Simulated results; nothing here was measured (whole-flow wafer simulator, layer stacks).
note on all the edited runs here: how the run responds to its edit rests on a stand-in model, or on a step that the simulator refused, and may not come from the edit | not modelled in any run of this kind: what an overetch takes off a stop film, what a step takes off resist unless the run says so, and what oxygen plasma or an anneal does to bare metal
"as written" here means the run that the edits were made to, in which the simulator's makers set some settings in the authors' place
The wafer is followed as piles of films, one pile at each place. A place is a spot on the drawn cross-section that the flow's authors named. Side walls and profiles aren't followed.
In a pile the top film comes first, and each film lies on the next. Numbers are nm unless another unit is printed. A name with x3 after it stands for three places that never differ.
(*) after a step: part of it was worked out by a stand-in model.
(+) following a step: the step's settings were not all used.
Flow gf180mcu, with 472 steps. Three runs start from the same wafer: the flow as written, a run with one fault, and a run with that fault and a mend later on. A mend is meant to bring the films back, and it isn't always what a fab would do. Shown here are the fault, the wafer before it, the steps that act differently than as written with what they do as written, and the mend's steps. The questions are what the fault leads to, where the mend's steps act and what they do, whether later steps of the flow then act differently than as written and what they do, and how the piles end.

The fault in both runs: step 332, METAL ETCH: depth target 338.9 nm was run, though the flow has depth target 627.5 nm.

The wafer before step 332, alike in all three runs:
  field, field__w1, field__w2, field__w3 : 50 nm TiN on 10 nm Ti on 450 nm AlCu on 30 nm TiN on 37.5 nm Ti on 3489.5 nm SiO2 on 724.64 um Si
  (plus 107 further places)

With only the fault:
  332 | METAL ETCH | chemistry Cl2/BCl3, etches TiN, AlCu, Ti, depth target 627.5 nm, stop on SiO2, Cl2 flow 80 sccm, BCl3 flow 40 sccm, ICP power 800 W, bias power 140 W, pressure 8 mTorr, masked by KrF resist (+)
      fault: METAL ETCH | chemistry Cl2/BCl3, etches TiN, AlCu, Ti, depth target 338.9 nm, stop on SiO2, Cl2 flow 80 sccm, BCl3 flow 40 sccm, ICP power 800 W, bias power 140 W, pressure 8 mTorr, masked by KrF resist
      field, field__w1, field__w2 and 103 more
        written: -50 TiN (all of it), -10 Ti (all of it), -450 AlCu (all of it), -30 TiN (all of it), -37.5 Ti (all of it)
        fault: -50 TiN (all of it), -10 Ti (all of it), -278.9 AlCu
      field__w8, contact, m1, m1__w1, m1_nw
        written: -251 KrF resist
        fault: -135.6 KrF resist
  Later steps of the flow acting differently than as written:
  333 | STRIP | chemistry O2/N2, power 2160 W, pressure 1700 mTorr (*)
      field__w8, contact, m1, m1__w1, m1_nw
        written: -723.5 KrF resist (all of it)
        fault: -839 KrF resist (all of it)
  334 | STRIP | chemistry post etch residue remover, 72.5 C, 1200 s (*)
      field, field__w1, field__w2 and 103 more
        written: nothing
        fault: -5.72 AlCu
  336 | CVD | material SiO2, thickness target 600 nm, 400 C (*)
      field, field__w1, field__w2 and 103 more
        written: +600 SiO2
        fault: +600 SiO2 (new film)
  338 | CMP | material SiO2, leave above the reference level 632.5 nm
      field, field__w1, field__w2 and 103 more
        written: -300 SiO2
        fault: -532.9 SiO2
  At field, field__w1, field__w2 and 104 more, the piles at the end differ from the flow's by more than 2% or 0.5 nm, whichever is larger.
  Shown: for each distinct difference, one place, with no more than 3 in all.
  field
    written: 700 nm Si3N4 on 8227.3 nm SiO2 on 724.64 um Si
    fault: 700 nm Si3N4 on 4504.9 nm SiO2 on 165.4 nm AlCu on 30 nm TiN on 37.5 nm Ti on 3489.5 nm SiO2 on 724.64 um Si
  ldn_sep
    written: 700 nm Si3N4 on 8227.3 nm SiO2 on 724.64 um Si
    fault: 700 nm Si3N4 on 4504.9 nm SiO2 on 165.4 nm AlCu on 30 nm TiN on 37.5 nm Ti on 3489.4 nm SiO2 on 724.64 um Si
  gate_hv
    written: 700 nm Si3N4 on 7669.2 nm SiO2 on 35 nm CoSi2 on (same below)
    fault: 700 nm Si3N4 on 4504.9 nm SiO2 on 165.4 nm AlCu on 30 nm TiN on 37.5 nm Ti on 2931.3 nm SiO2 on 35 nm CoSi2 on (same below)

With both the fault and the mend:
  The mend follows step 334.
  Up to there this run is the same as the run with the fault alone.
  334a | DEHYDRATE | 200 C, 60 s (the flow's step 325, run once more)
      alters no film at any place that is followed
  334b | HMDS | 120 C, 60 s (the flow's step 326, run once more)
      alters no film at any place that is followed
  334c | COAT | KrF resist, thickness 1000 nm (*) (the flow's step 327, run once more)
      iso_ptap_pw, iso_ntap_nw, iso_nw_fld and 33 more
        +1000 KrF resist (new film)
      field__w5, field__w9, field_sub__w4 and 12 more
        +1002.2 KrF resist (new film)
      field_sub, field_sub__w1, field_sub__w3 and 10 more
        +1002.3 KrF resist (new film)
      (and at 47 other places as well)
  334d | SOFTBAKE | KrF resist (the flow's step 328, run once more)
      alters no film at any place that is followed
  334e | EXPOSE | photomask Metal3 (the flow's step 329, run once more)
      alters no film at any place that is followed
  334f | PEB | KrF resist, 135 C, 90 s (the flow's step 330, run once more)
      field__w1, field__w2, field__w3 and 58 more
        -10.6 KrF resist
      iso_ptap_pw, iso_ntap_nw, iso_nw_fld and 33 more
        -10.5 KrF resist
      sd_p, gate_p, nw_sep_fld, polyc_n
        -10.7 KrF resist
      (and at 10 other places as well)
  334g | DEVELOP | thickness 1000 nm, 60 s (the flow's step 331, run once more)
      iso_ptap_pw, iso_ntap_nw, iso_nw_fld and 33 more
        -989.5 KrF resist (all of it)
      field__w10, field_sub__w2, field_sub__w4 and 12 more
        -991.6 KrF resist (all of it)
      field__w5, field__w9, field_sub and 7 more
        -991.7 KrF resist (all of it)
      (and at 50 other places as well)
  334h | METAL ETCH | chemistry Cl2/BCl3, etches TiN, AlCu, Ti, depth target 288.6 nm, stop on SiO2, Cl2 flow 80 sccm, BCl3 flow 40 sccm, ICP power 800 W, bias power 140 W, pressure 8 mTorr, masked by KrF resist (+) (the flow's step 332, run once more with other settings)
      field, field__w1, field__w2 and 103 more
        -165.4 AlCu (all of it), -30 TiN (all of it), -37.5 Ti (all of it)
      field__w8, contact, m1, m1__w1, m1_nw
        -115.4 KrF resist
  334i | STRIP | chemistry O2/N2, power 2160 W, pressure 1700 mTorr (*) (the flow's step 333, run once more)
      field__w8, m1
        -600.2 KrF resist (all of it)
      contact
        -598.3 KrF resist (all of it)
      m1__w1
        -609 KrF resist (all of it)
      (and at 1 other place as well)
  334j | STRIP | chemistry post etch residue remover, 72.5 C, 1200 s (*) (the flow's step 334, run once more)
      field__w8, contact, m1, m1__w1, m1_nw
        -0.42 TiN
  Every later step of the flow that is run acts as written, at every place that is followed, to within 2% or 0.5 nm, whichever is larger.
  The piles end only slightly different from the flow's at the places that both follow, by no more than 2% or 0.5 nm, whichever is larger.
